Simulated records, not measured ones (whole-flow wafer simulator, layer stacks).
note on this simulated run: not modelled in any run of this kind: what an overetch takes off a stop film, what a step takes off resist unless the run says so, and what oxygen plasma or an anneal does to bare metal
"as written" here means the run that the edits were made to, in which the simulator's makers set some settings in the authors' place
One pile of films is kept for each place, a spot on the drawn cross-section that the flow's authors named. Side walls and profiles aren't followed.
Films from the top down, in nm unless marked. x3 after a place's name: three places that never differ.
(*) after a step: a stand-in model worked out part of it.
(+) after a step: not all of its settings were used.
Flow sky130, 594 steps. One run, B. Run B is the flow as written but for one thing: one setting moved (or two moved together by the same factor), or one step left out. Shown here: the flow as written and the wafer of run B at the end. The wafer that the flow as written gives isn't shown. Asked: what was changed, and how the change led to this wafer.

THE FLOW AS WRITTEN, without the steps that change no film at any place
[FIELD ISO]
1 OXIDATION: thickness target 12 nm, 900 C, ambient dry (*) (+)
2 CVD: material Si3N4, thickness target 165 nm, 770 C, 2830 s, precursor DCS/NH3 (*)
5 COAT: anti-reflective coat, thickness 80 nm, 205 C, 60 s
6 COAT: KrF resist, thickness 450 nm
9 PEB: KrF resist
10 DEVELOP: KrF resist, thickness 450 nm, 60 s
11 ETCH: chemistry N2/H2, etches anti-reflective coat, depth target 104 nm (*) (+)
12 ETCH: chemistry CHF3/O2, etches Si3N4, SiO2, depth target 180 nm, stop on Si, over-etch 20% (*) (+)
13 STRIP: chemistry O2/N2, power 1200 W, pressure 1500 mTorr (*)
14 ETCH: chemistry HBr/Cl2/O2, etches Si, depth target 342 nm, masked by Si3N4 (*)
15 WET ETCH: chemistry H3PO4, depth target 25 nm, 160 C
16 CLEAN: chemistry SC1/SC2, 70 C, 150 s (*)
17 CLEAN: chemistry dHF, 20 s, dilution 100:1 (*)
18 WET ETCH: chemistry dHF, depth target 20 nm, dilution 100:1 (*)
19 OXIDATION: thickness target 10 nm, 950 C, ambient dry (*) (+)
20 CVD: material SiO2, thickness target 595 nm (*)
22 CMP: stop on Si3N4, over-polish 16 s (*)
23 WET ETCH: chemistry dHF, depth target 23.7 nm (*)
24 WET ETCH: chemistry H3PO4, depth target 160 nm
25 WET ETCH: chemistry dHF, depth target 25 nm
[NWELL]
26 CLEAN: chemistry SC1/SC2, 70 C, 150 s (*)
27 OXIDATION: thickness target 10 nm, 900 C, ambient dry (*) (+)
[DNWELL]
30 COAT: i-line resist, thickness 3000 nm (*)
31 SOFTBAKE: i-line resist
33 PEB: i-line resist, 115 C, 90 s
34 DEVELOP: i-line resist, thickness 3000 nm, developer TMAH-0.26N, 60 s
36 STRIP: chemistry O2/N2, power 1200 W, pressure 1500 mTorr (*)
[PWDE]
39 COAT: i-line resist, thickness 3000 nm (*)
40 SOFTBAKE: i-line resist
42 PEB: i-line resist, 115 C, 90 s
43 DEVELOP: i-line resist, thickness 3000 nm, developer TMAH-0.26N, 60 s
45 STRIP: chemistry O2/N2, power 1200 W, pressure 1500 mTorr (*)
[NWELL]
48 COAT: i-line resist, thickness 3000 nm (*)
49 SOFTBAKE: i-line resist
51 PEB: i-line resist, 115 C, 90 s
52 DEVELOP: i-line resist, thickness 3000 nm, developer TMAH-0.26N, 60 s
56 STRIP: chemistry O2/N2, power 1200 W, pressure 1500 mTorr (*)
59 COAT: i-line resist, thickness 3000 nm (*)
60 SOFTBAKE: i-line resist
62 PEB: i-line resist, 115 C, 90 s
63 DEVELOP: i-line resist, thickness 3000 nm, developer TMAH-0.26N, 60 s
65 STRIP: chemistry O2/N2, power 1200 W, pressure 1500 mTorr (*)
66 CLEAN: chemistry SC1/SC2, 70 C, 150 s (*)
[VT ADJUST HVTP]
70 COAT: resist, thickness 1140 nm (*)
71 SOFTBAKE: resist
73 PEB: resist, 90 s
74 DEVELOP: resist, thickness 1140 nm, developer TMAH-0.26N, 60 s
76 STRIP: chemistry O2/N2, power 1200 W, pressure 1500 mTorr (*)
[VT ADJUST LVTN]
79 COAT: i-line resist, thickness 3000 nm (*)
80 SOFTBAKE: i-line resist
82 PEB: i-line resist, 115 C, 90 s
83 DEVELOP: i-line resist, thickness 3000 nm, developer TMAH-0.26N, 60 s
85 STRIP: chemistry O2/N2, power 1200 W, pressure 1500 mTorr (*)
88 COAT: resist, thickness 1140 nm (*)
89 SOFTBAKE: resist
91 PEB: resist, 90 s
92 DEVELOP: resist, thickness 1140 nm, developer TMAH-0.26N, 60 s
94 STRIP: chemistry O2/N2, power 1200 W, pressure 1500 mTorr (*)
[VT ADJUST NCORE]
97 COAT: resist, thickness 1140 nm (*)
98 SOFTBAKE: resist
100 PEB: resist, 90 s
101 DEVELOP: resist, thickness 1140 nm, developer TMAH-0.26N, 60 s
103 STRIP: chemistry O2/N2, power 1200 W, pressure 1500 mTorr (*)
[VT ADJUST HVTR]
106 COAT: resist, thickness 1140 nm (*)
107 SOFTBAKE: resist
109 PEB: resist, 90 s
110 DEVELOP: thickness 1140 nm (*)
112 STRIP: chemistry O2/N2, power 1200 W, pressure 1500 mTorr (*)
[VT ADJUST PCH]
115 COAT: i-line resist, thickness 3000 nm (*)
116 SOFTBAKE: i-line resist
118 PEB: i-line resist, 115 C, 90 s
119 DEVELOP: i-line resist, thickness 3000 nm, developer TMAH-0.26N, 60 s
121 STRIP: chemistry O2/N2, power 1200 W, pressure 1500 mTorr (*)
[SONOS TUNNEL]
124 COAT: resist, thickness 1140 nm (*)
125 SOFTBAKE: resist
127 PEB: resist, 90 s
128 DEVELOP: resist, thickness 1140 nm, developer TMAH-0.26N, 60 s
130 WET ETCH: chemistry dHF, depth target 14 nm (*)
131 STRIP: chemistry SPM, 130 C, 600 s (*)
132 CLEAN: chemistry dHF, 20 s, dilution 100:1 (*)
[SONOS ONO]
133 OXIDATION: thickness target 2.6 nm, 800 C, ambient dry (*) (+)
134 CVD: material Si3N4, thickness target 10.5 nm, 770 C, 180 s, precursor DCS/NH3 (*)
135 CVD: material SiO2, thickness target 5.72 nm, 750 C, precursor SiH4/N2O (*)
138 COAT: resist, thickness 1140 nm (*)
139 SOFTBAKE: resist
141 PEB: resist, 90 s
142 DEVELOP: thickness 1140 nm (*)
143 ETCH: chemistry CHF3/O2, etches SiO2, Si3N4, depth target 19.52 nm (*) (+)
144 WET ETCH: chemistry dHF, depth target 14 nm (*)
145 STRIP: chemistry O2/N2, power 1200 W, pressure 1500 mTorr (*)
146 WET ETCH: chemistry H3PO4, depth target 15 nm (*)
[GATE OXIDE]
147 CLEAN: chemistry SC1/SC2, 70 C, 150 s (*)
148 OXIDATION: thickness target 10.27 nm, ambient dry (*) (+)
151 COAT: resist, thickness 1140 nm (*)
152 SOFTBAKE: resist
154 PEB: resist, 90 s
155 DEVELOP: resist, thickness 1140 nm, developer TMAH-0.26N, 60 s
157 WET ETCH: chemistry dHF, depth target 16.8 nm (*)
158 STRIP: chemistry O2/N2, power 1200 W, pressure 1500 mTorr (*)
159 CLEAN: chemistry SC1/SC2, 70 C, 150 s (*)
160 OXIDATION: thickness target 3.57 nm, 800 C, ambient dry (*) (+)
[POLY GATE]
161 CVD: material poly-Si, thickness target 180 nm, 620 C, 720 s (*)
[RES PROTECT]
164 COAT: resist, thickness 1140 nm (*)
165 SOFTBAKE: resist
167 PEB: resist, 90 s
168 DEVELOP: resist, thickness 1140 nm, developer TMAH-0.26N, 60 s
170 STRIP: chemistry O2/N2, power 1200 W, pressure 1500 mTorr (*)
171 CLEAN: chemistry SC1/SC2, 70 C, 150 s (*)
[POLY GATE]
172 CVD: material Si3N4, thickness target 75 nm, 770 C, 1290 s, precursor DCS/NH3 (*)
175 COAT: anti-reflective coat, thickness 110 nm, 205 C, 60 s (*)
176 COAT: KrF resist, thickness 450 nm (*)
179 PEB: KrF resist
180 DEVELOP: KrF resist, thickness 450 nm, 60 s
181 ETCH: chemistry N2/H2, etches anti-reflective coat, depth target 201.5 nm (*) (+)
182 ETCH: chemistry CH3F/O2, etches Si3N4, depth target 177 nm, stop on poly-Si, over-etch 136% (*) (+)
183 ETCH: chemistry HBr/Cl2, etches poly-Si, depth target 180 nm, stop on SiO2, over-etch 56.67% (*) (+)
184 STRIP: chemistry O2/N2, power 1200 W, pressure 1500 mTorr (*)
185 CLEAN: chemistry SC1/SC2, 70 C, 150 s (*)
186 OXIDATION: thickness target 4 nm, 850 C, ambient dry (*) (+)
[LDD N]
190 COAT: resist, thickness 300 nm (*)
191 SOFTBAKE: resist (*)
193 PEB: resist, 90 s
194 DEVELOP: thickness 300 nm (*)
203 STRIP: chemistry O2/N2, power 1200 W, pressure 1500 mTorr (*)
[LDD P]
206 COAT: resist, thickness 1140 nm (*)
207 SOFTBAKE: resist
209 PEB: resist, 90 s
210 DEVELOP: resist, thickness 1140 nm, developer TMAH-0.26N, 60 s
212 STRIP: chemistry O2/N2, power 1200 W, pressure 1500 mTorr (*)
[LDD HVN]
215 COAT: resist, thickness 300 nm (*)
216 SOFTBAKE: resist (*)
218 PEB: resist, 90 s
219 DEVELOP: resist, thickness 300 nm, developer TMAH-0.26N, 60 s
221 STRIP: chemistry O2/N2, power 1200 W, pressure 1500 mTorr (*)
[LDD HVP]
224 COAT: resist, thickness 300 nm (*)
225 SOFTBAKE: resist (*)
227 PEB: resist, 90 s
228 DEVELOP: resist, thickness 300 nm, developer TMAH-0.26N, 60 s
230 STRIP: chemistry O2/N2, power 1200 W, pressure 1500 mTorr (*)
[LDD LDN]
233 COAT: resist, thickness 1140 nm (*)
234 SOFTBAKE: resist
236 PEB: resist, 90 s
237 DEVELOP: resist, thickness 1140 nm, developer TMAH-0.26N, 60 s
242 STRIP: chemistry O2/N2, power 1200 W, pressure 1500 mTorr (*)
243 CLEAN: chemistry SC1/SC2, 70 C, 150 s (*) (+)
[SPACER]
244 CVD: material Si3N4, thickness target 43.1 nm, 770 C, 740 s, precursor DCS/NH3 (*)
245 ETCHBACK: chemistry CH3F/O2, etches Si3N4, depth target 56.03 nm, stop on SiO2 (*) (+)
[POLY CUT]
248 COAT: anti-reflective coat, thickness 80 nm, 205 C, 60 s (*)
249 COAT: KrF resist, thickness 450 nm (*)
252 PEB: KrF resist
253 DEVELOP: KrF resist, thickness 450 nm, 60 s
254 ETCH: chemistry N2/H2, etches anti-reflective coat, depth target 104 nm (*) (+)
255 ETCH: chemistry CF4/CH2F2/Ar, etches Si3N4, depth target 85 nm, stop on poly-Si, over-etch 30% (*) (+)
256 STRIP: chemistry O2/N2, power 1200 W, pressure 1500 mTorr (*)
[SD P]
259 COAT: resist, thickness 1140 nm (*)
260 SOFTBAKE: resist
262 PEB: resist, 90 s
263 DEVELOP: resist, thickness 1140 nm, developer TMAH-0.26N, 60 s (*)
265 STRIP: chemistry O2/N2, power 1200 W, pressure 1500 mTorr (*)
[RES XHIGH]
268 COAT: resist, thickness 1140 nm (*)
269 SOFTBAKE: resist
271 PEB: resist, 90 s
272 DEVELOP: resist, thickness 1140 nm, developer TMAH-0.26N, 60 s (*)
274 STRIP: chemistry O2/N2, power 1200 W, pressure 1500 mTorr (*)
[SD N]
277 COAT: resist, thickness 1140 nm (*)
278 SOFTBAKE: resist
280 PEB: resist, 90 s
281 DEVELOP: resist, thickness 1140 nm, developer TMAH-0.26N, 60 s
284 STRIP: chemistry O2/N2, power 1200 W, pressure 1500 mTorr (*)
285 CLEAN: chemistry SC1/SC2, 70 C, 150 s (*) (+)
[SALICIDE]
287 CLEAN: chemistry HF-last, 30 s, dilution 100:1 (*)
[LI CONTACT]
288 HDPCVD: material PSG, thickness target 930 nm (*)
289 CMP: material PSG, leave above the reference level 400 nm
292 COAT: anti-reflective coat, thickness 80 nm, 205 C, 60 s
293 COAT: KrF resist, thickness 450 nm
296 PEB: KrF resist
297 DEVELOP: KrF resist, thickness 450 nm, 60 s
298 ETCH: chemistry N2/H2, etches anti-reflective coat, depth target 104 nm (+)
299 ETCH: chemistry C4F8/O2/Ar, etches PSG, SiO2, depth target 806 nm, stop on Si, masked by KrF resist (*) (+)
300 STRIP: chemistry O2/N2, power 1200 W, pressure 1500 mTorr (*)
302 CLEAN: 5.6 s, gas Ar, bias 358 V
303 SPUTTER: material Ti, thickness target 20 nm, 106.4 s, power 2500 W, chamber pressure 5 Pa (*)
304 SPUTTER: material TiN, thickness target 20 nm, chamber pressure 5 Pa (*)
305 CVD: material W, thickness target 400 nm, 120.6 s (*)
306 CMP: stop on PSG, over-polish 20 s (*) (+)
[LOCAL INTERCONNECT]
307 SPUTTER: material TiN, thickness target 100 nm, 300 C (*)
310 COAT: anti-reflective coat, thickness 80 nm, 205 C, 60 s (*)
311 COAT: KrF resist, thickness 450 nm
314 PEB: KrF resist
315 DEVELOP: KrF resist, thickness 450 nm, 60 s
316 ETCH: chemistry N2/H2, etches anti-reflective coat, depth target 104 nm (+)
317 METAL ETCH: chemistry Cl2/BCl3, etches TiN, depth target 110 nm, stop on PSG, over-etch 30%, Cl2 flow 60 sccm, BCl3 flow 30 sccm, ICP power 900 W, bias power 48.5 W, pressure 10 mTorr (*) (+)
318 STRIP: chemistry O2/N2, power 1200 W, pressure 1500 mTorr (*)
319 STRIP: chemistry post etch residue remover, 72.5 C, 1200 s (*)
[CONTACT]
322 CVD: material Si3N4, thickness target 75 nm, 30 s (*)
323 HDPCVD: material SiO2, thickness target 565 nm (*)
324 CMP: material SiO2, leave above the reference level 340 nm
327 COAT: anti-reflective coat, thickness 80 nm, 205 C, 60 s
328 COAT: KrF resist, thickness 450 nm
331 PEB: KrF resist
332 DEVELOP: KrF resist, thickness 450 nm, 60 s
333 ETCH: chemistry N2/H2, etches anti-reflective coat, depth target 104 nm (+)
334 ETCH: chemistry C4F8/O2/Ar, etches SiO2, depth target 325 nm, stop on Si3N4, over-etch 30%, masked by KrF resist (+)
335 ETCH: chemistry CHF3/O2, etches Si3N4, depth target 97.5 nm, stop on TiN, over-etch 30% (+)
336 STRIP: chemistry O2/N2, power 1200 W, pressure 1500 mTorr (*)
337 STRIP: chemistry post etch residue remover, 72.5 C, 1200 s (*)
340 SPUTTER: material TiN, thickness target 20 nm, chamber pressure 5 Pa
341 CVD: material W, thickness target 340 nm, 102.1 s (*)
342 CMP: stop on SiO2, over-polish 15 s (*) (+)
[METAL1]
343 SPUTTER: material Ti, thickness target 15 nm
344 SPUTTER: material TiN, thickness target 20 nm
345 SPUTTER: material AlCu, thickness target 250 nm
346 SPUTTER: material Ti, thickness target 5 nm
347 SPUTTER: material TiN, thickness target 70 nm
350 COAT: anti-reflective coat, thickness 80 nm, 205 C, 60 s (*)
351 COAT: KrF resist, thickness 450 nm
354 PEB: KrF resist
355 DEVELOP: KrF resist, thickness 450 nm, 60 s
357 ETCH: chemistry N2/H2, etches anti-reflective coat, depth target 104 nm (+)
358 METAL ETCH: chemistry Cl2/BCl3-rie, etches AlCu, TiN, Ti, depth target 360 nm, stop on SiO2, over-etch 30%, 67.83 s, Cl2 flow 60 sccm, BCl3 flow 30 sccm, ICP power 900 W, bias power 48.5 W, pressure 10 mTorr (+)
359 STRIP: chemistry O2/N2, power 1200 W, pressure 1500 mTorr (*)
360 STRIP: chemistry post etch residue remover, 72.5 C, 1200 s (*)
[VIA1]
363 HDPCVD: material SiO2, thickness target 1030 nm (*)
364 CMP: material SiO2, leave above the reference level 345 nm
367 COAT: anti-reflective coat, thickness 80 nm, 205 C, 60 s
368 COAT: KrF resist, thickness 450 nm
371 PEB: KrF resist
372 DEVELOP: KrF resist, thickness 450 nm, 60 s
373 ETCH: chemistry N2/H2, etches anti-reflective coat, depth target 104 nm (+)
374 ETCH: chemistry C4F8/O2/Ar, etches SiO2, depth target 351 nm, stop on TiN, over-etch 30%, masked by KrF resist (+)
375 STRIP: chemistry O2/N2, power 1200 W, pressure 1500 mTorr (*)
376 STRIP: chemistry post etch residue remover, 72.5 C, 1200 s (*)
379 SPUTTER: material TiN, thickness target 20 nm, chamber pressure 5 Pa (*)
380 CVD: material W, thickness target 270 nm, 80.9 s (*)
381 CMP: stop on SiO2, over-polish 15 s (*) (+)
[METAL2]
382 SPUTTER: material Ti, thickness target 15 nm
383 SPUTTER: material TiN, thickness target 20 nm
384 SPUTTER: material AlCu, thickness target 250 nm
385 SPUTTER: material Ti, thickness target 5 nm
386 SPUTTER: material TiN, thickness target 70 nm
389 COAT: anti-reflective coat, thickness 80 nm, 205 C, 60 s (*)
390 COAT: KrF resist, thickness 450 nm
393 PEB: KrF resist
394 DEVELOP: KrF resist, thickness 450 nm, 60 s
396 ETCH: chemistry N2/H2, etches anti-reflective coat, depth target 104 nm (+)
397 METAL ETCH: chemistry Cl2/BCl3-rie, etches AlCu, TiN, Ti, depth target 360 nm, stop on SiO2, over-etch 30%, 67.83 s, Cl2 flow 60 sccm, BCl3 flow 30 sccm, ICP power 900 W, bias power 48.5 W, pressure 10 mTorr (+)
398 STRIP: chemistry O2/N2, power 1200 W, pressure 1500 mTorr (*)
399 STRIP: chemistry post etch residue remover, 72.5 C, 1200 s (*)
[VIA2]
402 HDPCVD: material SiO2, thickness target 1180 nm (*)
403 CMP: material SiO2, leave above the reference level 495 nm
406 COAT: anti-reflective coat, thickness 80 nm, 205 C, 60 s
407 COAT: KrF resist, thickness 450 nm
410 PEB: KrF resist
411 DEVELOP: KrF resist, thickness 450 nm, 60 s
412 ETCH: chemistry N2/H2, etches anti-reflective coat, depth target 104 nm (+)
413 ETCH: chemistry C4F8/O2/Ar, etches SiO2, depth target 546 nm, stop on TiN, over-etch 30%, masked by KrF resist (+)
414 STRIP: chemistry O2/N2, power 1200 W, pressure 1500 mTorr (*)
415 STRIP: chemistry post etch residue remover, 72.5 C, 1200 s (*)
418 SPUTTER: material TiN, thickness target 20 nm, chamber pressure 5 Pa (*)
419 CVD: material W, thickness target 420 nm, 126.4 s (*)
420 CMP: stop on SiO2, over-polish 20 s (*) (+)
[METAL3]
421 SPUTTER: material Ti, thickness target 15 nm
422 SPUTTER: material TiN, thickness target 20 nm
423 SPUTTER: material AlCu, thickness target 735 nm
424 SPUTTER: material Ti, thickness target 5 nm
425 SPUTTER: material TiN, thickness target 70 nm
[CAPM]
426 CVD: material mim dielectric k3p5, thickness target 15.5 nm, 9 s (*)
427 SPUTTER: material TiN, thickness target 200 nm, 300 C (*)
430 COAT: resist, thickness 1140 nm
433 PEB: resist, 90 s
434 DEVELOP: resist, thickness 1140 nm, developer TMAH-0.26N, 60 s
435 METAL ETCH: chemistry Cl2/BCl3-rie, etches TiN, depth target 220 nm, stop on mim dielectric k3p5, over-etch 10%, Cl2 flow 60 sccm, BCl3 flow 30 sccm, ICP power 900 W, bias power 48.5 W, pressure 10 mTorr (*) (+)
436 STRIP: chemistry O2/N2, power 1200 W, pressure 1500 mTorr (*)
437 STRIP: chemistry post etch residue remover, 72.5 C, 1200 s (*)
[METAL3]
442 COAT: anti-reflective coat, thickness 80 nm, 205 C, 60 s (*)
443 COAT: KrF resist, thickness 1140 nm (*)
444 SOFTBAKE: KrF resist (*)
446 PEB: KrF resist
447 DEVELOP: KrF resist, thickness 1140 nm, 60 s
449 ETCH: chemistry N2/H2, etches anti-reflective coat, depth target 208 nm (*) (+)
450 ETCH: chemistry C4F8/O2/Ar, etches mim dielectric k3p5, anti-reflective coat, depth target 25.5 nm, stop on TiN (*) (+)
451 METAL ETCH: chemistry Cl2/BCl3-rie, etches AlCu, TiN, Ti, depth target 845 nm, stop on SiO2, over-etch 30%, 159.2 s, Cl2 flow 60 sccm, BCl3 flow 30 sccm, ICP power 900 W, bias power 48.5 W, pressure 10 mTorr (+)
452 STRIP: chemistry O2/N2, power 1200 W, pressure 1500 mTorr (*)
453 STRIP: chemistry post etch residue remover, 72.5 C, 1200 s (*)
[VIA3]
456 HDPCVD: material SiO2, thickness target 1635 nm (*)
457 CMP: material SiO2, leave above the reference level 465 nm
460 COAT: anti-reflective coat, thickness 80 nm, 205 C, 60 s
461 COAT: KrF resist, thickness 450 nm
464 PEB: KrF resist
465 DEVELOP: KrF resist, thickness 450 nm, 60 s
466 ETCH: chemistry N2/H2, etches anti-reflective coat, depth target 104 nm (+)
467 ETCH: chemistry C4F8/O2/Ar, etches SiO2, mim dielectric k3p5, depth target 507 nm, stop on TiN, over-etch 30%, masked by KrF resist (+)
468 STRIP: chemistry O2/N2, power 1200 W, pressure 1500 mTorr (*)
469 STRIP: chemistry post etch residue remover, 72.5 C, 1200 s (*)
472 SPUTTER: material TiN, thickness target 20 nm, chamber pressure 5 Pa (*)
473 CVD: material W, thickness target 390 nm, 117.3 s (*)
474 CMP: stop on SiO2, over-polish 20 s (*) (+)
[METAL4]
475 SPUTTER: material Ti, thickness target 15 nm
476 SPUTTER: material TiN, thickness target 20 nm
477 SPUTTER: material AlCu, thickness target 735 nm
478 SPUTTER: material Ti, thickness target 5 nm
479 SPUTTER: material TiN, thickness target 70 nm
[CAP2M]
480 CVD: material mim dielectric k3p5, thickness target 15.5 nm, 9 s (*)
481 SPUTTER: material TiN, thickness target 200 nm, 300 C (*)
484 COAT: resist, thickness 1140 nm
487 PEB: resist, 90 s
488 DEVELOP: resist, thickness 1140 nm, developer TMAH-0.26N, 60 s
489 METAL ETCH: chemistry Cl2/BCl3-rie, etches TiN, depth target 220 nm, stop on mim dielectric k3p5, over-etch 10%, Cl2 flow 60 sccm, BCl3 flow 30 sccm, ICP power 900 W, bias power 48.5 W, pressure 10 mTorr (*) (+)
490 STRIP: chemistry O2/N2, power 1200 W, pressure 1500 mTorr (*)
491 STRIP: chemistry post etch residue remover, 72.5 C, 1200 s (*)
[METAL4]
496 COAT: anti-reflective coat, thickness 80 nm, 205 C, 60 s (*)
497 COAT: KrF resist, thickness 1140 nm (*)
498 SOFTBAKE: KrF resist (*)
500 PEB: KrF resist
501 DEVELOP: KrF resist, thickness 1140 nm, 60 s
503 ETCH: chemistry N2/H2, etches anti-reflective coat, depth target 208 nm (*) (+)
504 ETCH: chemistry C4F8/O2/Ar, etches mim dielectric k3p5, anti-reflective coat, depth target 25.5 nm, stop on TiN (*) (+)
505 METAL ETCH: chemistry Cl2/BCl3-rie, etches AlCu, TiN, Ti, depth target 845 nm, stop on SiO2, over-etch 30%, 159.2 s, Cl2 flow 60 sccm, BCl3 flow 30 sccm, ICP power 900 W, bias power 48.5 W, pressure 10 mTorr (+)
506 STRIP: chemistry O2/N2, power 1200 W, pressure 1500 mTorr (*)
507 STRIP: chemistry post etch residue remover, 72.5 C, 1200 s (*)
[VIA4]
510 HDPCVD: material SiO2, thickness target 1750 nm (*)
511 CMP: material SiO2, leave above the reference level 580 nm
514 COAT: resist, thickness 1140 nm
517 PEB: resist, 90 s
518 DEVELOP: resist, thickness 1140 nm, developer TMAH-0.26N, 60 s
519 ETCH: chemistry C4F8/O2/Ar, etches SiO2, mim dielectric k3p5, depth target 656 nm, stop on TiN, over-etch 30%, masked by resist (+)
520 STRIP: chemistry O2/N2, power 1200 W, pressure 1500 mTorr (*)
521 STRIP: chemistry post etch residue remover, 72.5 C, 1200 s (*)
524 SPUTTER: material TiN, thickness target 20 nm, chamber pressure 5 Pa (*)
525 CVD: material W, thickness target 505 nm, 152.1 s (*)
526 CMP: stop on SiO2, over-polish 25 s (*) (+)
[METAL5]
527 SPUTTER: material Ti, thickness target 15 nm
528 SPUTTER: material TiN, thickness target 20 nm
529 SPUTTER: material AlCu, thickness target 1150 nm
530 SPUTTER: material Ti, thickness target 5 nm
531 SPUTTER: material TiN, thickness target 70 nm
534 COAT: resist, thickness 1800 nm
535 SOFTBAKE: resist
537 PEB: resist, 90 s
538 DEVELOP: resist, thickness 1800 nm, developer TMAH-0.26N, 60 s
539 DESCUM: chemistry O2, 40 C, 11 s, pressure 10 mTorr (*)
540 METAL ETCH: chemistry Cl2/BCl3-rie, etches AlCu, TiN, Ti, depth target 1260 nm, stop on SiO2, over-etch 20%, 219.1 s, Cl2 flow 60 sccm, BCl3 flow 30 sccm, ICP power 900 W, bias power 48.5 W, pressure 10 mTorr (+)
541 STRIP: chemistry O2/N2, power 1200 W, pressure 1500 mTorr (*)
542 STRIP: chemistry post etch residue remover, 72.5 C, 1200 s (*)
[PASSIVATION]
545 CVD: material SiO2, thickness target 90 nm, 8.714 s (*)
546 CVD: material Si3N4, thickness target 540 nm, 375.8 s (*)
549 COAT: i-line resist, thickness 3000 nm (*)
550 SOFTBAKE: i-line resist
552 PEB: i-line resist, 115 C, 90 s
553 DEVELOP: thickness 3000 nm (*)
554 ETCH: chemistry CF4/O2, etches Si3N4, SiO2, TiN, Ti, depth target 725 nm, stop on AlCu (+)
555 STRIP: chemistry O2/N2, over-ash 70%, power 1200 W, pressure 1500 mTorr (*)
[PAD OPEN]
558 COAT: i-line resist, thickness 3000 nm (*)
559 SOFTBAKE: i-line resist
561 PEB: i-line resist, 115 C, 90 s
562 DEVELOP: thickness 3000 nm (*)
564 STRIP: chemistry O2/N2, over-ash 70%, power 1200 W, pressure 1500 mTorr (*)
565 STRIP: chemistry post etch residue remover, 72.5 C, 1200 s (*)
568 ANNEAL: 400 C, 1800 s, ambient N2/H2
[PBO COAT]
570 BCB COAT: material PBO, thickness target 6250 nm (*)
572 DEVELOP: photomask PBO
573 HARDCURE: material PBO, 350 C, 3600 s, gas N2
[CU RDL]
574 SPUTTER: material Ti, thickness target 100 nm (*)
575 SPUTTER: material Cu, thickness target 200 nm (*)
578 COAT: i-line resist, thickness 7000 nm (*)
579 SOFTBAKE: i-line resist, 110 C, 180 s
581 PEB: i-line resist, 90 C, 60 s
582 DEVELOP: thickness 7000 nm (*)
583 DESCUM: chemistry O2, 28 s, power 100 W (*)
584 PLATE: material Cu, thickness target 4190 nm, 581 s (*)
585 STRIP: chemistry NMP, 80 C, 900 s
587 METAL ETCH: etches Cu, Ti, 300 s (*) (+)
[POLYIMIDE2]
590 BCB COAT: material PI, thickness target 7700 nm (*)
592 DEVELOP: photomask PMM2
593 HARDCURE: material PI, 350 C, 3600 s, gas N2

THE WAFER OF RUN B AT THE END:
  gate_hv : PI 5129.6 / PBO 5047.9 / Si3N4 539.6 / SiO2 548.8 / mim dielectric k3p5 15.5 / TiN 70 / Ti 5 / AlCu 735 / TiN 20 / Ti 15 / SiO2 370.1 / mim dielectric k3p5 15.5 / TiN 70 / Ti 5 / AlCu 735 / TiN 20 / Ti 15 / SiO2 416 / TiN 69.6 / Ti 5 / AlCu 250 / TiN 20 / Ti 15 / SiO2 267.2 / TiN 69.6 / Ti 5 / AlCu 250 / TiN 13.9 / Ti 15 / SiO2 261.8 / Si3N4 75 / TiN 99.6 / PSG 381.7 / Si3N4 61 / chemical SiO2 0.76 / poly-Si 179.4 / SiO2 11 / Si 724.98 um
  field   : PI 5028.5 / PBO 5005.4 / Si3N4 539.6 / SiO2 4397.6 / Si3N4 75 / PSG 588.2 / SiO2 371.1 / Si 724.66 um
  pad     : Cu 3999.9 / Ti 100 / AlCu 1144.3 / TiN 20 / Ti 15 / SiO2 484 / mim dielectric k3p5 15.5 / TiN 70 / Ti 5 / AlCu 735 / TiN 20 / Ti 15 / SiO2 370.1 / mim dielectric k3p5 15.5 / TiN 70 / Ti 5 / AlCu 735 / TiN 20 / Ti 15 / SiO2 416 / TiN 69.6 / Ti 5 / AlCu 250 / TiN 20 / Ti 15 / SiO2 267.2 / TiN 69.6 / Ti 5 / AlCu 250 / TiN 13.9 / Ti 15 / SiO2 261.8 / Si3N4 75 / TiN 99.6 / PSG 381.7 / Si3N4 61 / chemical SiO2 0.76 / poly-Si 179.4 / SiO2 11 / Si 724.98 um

The cause: step 344, SPUTTER: thickness target 13.9 nm was run, where the flow has thickness target 20 nm.
It can be read off the wafer: gate_hv has TiN 13.9, and step 344 as written asks for 20 nm.

How the change led to this, step by step:
  344 SPUTTER: material TiN, thickness target 20 nm
      field, active, n_well and 188 more: TiN +13.9 (new film) (as written it would be: TiN +20 (new film))
  358 METAL ETCH: chemistry Cl2/BCl3-rie, etches AlCu, TiN, Ti, depth target 360 nm, stop on SiO2, over-etch 30%, 67.83 s, Cl2 flow 60 sccm, BCl3 flow 30 sccm, ICP power 900 W, bias power 48.5 W, pressure 10 mTorr (+)
      field, active, gate and 81 more: TiN -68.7 (all of it), Ti -5 (all of it), AlCu -250 (all of it), TiN -13.9 (all of it), Ti -15 (all of it), SiO2 -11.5 (as written it would be: TiN -68.7 (all of it), Ti -5 (all of it), AlCu -250 (all of it), TiN -20 (all of it), Ti -15 (all of it), SiO2 -10.9)
